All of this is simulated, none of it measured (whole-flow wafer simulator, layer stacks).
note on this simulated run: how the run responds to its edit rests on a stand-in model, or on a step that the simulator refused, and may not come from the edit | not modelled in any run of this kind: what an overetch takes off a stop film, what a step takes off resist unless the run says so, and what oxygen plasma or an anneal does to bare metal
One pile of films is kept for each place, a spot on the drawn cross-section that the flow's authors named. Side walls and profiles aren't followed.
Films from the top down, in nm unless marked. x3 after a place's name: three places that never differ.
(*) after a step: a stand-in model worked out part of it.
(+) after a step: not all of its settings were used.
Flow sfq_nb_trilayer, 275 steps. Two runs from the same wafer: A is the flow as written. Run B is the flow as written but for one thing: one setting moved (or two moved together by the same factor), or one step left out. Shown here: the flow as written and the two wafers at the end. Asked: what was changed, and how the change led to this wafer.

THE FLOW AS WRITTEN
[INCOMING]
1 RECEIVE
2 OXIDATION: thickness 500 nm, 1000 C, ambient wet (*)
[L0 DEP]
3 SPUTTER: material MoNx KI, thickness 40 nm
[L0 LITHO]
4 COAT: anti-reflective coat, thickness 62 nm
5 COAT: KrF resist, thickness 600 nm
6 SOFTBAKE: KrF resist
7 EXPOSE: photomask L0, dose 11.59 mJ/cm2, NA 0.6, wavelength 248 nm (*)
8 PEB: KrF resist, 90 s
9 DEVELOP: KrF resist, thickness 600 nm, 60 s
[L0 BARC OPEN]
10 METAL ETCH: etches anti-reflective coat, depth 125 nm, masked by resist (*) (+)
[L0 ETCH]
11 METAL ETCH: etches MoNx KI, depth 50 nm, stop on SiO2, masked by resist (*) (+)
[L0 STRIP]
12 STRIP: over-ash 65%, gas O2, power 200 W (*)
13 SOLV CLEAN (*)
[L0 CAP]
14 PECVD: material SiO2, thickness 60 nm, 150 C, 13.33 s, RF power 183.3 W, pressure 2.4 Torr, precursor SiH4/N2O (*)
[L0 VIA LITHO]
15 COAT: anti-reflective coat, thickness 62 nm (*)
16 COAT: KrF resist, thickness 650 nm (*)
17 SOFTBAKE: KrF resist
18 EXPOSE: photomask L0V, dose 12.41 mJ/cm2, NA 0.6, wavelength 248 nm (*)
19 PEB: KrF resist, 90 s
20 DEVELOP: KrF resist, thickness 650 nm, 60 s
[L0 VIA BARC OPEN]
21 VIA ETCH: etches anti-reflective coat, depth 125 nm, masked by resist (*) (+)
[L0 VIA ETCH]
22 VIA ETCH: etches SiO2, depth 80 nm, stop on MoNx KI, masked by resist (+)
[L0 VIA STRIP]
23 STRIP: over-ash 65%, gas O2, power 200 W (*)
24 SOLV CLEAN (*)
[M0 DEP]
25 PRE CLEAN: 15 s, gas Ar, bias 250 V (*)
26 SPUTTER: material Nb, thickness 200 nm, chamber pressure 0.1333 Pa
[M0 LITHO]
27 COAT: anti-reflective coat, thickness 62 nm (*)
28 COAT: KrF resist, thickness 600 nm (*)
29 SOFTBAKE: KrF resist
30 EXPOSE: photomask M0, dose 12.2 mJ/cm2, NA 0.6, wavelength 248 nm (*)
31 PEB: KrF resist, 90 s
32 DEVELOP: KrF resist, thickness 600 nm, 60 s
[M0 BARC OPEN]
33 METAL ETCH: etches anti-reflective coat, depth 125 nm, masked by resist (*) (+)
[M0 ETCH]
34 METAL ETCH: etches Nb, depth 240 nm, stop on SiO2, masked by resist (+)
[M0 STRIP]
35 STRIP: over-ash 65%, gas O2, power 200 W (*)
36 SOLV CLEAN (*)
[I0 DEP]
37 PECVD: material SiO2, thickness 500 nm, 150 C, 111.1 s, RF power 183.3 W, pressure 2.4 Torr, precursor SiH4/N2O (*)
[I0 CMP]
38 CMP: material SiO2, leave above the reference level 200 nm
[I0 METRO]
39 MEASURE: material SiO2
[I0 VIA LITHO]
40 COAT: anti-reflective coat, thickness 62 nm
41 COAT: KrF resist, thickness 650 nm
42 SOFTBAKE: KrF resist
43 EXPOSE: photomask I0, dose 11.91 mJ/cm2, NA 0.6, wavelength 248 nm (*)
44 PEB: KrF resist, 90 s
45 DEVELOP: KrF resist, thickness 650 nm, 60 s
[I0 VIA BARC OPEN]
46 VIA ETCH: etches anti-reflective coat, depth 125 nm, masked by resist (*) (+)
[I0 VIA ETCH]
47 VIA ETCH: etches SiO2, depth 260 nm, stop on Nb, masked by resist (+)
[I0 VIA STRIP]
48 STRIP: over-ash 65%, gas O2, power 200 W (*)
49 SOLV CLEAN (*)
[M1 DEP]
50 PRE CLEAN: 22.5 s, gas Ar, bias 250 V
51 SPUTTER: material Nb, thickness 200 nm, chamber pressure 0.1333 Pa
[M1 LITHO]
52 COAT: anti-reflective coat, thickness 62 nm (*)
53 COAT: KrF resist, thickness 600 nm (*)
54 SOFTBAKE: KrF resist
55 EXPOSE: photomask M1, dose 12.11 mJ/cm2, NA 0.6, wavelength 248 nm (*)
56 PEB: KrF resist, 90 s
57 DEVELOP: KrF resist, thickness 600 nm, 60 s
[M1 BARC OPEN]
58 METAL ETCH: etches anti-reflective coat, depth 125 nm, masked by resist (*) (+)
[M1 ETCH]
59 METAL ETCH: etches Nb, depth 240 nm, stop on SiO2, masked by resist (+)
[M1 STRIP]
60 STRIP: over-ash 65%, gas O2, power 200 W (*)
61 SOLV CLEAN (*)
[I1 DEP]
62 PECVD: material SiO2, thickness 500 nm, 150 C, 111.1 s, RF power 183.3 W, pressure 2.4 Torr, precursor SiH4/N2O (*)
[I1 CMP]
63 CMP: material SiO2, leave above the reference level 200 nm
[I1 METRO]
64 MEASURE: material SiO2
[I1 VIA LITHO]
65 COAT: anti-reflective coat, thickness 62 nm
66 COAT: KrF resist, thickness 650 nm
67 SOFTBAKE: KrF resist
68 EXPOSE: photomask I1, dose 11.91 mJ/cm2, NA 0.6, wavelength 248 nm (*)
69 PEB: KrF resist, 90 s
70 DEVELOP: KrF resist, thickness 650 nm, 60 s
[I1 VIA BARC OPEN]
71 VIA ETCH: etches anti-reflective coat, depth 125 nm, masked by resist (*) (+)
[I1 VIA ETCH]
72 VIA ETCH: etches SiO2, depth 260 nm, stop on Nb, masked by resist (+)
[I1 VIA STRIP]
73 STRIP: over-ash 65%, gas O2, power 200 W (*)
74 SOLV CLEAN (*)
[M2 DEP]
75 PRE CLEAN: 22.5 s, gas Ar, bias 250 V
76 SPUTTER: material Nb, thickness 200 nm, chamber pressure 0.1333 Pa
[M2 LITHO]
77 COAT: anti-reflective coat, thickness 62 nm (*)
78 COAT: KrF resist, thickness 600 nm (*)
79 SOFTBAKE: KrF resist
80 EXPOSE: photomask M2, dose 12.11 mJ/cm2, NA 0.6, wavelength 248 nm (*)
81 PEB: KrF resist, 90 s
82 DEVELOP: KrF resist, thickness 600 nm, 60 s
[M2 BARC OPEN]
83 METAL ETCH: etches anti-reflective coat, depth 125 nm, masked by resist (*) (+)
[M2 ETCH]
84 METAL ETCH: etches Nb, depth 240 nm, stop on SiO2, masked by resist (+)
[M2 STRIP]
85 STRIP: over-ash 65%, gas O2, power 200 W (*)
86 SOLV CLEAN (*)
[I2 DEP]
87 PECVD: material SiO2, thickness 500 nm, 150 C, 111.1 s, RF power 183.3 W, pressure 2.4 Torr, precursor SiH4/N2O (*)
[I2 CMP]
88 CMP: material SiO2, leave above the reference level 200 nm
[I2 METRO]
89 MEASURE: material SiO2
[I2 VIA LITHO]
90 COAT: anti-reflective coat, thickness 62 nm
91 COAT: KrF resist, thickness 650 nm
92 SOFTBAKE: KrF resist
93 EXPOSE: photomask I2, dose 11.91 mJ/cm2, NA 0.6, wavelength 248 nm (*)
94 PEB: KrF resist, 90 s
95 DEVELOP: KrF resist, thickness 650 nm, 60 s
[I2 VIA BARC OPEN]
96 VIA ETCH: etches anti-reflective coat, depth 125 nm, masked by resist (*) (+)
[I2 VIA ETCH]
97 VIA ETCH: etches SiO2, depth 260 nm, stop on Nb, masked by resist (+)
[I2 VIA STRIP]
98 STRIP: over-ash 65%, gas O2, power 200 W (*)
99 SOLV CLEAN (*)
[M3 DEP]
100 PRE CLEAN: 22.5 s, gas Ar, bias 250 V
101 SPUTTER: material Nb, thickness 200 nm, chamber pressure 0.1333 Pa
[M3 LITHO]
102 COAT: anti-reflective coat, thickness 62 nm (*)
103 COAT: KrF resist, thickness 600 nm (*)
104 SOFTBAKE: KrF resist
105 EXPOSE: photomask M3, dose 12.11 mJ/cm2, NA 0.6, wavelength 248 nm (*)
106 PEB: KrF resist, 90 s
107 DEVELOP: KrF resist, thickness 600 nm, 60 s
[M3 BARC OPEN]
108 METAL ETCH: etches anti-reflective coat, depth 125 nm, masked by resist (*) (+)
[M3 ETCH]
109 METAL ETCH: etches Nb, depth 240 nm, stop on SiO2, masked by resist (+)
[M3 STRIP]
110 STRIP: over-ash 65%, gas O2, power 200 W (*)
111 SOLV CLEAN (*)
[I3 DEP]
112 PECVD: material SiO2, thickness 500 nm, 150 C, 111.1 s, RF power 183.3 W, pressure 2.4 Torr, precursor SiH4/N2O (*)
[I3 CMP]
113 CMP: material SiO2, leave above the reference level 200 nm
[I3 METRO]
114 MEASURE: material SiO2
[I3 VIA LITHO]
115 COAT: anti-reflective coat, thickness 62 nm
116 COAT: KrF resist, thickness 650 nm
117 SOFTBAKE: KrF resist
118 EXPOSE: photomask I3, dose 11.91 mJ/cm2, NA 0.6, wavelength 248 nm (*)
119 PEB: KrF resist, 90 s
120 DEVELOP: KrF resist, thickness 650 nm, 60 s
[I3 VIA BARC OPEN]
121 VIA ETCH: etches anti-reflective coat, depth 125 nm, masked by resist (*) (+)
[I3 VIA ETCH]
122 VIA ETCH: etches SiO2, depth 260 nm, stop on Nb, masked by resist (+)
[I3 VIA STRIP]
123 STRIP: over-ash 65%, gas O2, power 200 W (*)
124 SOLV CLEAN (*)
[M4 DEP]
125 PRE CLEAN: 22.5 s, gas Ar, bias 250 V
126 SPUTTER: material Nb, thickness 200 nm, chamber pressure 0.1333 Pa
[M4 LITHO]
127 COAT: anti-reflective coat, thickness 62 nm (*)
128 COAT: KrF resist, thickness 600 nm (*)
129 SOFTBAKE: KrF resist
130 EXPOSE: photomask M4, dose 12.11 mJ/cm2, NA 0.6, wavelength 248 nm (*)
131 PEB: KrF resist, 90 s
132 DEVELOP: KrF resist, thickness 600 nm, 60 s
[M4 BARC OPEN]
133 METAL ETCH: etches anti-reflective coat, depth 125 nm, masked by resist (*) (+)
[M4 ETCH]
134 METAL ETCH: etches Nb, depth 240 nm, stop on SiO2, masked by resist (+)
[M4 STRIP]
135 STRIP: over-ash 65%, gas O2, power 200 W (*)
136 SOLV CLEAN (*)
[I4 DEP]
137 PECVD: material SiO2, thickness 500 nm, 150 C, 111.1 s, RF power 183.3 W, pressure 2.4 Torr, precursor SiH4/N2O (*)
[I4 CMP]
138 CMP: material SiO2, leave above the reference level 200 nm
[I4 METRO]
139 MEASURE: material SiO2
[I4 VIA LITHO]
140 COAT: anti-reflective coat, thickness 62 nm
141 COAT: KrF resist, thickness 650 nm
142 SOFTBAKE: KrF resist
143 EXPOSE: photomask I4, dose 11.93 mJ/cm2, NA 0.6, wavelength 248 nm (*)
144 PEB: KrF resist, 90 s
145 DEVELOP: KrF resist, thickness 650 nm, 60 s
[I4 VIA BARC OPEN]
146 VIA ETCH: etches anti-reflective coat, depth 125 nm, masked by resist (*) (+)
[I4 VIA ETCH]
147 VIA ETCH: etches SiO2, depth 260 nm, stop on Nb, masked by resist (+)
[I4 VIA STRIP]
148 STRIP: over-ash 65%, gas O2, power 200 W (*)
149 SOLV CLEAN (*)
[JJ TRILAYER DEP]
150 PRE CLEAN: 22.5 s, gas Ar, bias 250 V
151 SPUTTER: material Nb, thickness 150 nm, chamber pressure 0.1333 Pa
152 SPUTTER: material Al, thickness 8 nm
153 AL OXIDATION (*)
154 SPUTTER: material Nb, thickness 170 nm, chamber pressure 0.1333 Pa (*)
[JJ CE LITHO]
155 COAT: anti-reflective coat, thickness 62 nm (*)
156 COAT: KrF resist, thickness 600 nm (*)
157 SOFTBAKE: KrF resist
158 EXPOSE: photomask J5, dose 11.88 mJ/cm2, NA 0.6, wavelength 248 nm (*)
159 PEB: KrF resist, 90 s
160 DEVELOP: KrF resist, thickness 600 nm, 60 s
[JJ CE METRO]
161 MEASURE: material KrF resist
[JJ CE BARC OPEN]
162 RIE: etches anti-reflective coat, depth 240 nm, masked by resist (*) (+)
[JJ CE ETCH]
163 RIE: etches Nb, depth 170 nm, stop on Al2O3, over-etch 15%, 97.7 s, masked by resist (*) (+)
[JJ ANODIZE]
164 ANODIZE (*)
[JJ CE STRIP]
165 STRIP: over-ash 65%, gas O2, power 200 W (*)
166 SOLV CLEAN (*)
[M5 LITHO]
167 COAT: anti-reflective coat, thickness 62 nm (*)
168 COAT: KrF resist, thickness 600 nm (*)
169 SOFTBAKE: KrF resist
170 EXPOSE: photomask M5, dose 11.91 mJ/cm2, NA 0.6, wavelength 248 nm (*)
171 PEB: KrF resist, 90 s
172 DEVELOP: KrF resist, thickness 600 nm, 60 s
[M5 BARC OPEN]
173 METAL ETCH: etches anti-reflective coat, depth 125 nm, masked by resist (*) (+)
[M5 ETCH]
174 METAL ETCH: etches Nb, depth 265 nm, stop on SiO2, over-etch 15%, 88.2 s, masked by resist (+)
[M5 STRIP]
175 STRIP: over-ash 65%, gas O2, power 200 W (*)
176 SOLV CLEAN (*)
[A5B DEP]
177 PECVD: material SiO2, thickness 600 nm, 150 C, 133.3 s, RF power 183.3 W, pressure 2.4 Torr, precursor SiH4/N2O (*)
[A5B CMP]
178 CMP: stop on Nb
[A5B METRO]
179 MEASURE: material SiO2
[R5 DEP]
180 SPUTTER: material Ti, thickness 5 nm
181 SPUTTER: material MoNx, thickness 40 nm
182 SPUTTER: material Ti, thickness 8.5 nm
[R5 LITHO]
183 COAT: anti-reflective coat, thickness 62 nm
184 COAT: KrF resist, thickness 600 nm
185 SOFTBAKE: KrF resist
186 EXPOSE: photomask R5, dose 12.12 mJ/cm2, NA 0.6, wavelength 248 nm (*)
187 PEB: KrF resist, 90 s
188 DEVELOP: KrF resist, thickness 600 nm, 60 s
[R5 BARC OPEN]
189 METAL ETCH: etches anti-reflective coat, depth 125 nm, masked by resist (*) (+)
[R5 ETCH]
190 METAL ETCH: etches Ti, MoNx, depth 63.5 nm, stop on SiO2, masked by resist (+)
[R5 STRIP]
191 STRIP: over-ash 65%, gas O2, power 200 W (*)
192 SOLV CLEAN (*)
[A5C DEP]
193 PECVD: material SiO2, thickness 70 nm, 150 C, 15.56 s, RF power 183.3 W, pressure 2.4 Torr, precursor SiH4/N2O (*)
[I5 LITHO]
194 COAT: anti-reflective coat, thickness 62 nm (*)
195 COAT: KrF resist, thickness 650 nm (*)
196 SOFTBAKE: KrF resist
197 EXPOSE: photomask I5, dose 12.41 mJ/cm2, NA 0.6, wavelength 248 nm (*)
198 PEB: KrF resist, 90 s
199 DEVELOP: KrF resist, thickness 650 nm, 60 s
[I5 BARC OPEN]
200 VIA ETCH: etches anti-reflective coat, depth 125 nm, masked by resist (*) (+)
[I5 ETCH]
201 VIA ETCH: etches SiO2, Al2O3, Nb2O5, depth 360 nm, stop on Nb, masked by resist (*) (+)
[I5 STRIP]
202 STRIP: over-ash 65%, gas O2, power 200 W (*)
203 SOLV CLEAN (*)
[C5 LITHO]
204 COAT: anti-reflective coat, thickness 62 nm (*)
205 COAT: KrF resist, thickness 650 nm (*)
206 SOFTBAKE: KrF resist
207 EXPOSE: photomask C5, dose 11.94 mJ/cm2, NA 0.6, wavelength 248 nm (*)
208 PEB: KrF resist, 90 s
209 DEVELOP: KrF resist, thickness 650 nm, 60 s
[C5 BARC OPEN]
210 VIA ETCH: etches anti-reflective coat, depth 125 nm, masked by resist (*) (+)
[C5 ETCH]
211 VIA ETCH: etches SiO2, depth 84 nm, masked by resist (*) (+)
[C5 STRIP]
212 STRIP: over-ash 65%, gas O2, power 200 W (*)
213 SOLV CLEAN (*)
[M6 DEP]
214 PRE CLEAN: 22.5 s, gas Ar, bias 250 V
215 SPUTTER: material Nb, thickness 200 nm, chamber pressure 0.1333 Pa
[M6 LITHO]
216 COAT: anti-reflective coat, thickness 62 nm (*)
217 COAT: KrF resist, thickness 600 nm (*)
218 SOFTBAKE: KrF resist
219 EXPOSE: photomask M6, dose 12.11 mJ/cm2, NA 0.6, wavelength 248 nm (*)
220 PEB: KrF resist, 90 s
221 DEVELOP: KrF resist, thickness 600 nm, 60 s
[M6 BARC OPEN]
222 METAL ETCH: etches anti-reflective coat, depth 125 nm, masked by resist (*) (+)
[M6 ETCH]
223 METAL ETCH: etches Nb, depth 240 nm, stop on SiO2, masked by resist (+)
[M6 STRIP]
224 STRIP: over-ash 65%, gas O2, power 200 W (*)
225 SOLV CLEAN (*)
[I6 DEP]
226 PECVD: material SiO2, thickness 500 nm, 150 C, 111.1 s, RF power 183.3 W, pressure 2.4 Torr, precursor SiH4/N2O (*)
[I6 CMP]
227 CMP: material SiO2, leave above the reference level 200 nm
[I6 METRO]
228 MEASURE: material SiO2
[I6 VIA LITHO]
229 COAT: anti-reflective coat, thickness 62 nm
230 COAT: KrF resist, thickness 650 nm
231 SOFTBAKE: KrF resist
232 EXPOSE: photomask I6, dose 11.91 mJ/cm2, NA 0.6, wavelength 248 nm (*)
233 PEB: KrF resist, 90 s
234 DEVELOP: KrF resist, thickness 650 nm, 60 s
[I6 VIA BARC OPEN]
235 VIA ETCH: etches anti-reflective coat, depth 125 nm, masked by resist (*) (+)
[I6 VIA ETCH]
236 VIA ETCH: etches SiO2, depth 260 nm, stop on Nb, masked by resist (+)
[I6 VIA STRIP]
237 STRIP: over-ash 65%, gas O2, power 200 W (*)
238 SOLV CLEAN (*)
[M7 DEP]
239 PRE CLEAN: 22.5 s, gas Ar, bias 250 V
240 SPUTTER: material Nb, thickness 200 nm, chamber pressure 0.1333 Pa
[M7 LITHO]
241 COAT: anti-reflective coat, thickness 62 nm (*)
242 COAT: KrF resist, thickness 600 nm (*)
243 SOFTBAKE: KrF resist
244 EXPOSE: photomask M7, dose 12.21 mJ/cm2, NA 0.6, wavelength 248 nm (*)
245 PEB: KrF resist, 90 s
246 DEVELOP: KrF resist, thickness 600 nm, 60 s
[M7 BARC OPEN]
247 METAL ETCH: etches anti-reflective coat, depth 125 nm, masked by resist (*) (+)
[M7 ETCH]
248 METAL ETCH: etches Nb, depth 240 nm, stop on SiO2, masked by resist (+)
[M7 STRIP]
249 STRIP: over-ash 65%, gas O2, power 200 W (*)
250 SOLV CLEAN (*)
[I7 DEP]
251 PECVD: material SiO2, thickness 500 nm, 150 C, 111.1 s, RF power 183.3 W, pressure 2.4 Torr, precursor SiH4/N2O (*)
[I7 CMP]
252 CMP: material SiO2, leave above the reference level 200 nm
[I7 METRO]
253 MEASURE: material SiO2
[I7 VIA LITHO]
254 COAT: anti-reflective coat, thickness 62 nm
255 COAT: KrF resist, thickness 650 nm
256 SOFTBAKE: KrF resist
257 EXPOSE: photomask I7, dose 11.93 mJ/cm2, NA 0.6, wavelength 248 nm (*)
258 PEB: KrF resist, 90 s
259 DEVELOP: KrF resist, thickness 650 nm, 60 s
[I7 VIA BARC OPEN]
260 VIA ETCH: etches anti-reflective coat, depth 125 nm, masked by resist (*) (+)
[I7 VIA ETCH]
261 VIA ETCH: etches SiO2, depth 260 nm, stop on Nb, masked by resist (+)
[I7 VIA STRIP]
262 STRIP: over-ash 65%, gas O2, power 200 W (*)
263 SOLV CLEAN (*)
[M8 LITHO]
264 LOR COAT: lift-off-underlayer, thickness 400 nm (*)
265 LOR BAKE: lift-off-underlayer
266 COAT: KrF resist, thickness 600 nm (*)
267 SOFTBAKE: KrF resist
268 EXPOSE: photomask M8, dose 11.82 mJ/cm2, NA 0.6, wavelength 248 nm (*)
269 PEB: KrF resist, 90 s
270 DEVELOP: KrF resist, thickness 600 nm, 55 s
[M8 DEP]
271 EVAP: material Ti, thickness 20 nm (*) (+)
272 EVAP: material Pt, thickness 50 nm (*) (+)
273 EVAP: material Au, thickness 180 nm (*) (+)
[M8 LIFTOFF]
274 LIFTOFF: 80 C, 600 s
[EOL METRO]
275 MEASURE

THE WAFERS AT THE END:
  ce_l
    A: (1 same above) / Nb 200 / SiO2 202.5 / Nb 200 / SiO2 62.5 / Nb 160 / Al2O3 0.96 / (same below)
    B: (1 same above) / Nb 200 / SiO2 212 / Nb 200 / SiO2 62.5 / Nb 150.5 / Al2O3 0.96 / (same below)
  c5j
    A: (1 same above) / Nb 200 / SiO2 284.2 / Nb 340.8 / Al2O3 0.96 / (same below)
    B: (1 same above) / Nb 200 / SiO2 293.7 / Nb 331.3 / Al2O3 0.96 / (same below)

The cause: step 190, METAL ETCH: depth 73 nm was run, where the flow has depth 63.5 nm.

How the change led to this, step by step:
  190 METAL ETCH: etches Ti, MoNx, depth 63.5 nm, stop on SiO2, masked by resist (+)
      be_r, r_sur, res, r_end, r5r_line_l, r5r_line_c, r5r_line_r: A KrF resist -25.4 | B KrF resist -29.2
      ce_l, c5j, ce_r, wl_jj: A Ti -8.5 (all of it), MoNx -40 (all of it), Ti -5 (all of it), Nb -10 | B Ti -8.5 (all of it), MoNx -40 (all of it), Ti -5 (all of it), Nb -19.5
  194 COAT: anti-reflective coat, thickness 62 nm (*)
      wl_j_sl, wl_j_sr: A anti-reflective coat +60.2 (new film) | B anti-reflective coat +58.5 (new film)
      jj_sur: A anti-reflective coat +60.8 (new film) | B anti-reflective coat +59.2 (new film)
      (and at 5 more places)
  202 STRIP: over-ash 65%, gas O2, power 200 W (*)
      wl_j_sl, wl_j_sr: A KrF resist -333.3 (all of it), anti-reflective coat -60.2 (all of it) | B KrF resist -333.5 (all of it), anti-reflective coat -58.5 (all of it)
      jj_sur: A KrF resist -337.2 (all of it), anti-reflective coat -60.8 (all of it) | B KrF resist -337.4 (all of it), anti-reflective coat -59.2 (all of it)
      (and at 5 more places)
  204 COAT: anti-reflective coat, thickness 62 nm (*)
      wl_j_sl, wl_j_sr: A anti-reflective coat +60.2 (new film) | B anti-reflective coat +58.5 (new film)
      jj_sur: A anti-reflective coat +59.5 (new film) | B anti-reflective coat +57.9 (new film)
      (and at 5 more places)
  210 VIA ETCH: etches anti-reflective coat, depth 125 nm, masked by resist (*) (+)
      c5j: A anti-reflective coat -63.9 (all of it), SiO2 -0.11 | B anti-reflective coat -66.5 (all of it), SiO2 -0.09
  212 STRIP: over-ash 65%, gas O2, power 200 W (*)
      wl_j_sl, wl_j_sr: A KrF resist -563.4 (all of it), anti-reflective coat -60.2 (all of it) | B KrF resist -563.6 (all of it), anti-reflective coat -58.5 (all of it)
      jj_sur: A KrF resist -562 (all of it), anti-reflective coat -59.5 (all of it) | B KrF resist -562.2 (all of it), anti-reflective coat -57.9 (all of it)
      (and at 4 more places)
  216 COAT: anti-reflective coat, thickness 62 nm (*)
      wl_j_sl, wl_j_sr: A anti-reflective coat +60.2 (new film) | B anti-reflective coat +58.5 (new film)
      jj_sur: A anti-reflective coat +56.1 (new film) | B anti-reflective coat +54.4 (new film)
      (and at 5 more places)
  224 STRIP: over-ash 65%, gas O2, power 200 W (*)
      wl_j_sl, wl_j_sr: A KrF resist -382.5 (all of it), anti-reflective coat -60.2 (all of it) | B KrF resist -382.6 (all of it), anti-reflective coat -58.5 (all of it)
      jj_sur: A KrF resist -378.5 (all of it), anti-reflective coat -56.1 (all of it) | B KrF resist -378.7 (all of it), anti-reflective coat -54.4 (all of it)
      (and at 5 more places)
  227 CMP: material SiO2, leave above the reference level 200 nm
      ce_l, ce_r, wl_jj: A SiO2 -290 | B SiO2 -280.5
      c5j: A SiO2 -223 | B SiO2 -213.5
